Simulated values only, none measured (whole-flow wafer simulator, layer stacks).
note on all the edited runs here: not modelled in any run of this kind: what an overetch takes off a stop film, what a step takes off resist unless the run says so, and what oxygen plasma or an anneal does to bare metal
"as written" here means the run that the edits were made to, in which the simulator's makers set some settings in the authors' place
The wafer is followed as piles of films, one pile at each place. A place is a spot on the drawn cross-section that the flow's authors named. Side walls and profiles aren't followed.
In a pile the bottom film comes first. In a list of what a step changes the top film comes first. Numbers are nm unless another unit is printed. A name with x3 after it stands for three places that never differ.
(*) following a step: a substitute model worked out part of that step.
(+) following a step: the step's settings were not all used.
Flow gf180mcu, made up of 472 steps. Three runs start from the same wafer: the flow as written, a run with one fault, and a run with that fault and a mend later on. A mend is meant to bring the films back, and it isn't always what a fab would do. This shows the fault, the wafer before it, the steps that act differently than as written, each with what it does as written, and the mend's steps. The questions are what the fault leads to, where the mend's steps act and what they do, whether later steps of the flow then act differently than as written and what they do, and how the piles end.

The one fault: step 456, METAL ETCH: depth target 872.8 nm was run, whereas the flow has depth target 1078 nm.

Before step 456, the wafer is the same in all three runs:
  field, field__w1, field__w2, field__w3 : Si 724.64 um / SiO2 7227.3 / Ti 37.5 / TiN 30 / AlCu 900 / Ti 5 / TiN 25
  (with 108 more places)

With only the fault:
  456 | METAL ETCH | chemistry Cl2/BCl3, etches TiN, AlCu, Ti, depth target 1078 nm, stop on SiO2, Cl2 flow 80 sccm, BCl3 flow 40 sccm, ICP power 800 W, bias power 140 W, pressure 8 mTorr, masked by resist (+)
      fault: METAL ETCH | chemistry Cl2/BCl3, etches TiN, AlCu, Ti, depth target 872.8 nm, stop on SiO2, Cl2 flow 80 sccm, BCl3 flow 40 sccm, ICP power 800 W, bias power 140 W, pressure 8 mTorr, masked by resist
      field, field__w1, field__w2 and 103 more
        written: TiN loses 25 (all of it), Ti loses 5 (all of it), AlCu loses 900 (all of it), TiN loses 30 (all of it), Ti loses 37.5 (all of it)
        fault: TiN loses 25 (all of it), Ti loses 5 (all of it), AlCu loses 842.8
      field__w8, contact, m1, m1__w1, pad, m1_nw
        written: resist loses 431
        fault: resist loses 349.1
  Steps later in the flow that act otherwise than as written:
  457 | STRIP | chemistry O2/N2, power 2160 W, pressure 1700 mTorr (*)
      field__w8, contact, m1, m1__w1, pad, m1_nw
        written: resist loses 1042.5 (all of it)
        fault: resist loses 1124.3 (all of it)
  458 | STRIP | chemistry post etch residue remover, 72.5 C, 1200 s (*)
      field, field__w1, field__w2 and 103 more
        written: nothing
        fault: AlCu loses 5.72
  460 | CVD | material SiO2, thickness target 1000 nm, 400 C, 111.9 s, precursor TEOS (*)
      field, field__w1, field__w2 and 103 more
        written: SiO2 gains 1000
        fault: SiO2 gains 1000 (new film)
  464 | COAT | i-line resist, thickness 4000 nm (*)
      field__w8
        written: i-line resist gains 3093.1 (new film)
        fault: i-line resist gains 3198.2 (new film)
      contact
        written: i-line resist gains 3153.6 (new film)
        fault: i-line resist gains 3247.7 (new film)
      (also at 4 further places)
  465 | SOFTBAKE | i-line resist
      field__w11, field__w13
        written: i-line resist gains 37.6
        fault: i-line resist gains 31.3
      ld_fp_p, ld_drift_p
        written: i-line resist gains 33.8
        fault: i-line resist gains 28.2
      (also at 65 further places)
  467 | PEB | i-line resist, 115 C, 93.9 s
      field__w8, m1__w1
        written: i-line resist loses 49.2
        fault: i-line resist loses 51.3
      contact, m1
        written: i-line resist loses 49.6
        fault: i-line resist loses 51.7
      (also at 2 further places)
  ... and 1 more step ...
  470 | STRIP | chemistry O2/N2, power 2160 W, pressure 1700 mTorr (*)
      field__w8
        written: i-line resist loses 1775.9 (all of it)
        fault: i-line resist loses 1889.9 (all of it)
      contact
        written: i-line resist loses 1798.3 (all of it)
        fault: i-line resist loses 1908.3 (all of it)
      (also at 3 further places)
  At field, field__w1, field__w2 and 103 more, the piles at the end differ from the flow's by more than 2% or 0.5 nm, whichever is larger.
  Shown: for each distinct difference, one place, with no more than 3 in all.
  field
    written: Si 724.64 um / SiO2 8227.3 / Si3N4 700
    fault: Si 724.64 um / SiO2 7227.3 / Ti 37.5 / TiN 30 / AlCu 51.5 / SiO2 1000 / Si3N4 700
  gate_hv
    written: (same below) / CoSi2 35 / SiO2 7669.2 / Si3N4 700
    fault: (same below) / CoSi2 35 / SiO2 6669.2 / Ti 37.5 / TiN 30 / AlCu 51.5 / SiO2 1000 / Si3N4 700
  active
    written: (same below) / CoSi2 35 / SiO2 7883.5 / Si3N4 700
    fault: (same below) / CoSi2 35 / SiO2 6883.5 / Ti 37.5 / TiN 30 / AlCu 51.5 / SiO2 1000 / Si3N4 700

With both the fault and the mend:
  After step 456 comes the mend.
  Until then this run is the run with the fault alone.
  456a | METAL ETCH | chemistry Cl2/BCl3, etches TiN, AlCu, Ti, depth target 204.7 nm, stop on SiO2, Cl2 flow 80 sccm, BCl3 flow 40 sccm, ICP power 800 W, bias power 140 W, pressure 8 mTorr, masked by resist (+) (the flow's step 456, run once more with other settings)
      field, field__w1, field__w2 and 103 more
        AlCu loses 57.2 (all of it), TiN loses 30 (all of it), Ti loses 37.5 (all of it)
      field__w8, contact, m1, m1__w1, pad, m1_nw
        resist loses 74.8
  None of the later steps of the flow differs from how it acts as written, at any place that is followed, by more than 2% or 0.5 nm, whichever is larger.
  At every place that both follow, the piles at the end match the flow's.
